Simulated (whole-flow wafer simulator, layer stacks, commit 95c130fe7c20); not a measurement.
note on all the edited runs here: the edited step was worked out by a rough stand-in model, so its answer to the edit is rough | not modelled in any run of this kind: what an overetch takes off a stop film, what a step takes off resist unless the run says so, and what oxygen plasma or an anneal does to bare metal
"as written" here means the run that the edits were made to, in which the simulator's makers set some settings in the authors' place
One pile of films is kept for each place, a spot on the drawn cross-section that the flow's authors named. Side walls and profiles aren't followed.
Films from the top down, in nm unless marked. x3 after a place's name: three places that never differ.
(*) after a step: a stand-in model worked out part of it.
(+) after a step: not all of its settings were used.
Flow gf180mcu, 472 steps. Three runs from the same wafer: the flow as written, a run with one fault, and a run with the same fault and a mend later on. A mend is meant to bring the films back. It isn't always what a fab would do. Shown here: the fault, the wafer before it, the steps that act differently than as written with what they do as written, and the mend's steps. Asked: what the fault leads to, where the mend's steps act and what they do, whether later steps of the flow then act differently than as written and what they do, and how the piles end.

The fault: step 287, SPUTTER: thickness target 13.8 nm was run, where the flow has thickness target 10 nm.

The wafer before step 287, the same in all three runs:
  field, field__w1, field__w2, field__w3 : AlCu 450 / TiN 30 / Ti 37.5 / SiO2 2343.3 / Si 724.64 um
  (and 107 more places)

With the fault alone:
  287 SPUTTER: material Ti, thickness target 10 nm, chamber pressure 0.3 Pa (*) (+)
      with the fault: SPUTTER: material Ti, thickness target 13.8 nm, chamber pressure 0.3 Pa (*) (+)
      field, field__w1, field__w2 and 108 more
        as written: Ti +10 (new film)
        with the fault: Ti +13.8 (new film)
  Later steps of the flow that act differently than as written (5 more steps differ only slightly, by at most 2% or 0.5 nm, whichever is larger, and aren't shown):
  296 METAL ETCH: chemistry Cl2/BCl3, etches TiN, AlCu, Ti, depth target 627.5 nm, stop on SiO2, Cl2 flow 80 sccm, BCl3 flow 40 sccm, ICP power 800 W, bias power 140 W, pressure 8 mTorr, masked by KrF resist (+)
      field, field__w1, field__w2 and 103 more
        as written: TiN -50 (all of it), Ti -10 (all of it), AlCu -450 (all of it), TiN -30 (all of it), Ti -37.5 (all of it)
        with the fault: TiN -50 (all of it), Ti -13.8 (all of it), AlCu -450 (all of it), TiN -30 (all of it), Ti -37.5 (all of it)
  At the end the piles differ from the flow's by more than 2% or 0.5 nm, whichever is larger, at field__w8, contact, m1, m1__w1, m1_nw.
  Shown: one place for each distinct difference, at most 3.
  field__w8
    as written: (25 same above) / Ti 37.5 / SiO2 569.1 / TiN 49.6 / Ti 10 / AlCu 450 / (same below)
    with the fault: (25 same above) / Ti 37.5 / SiO2 565.3 / TiN 49.6 / Ti 13.8 / AlCu 450 / (same below)
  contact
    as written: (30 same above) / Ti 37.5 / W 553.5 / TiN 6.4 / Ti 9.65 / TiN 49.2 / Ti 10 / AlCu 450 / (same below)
    with the fault: (30 same above) / Ti 37.5 / W 549.7 / TiN 6.42 / Ti 9.67 / TiN 49.2 / Ti 13.8 / AlCu 450 / (same below)

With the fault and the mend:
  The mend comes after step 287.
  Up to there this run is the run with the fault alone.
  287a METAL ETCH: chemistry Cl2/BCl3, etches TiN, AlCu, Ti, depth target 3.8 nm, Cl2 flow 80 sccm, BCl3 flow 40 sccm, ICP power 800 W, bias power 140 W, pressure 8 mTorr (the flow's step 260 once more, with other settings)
      field, field__w1, field__w2 and 108 more
        Ti -3.8
  No later step of the flow acts differently than as written at any place that is followed.
  At the end the piles are the same as the flow's at every place that both follow.
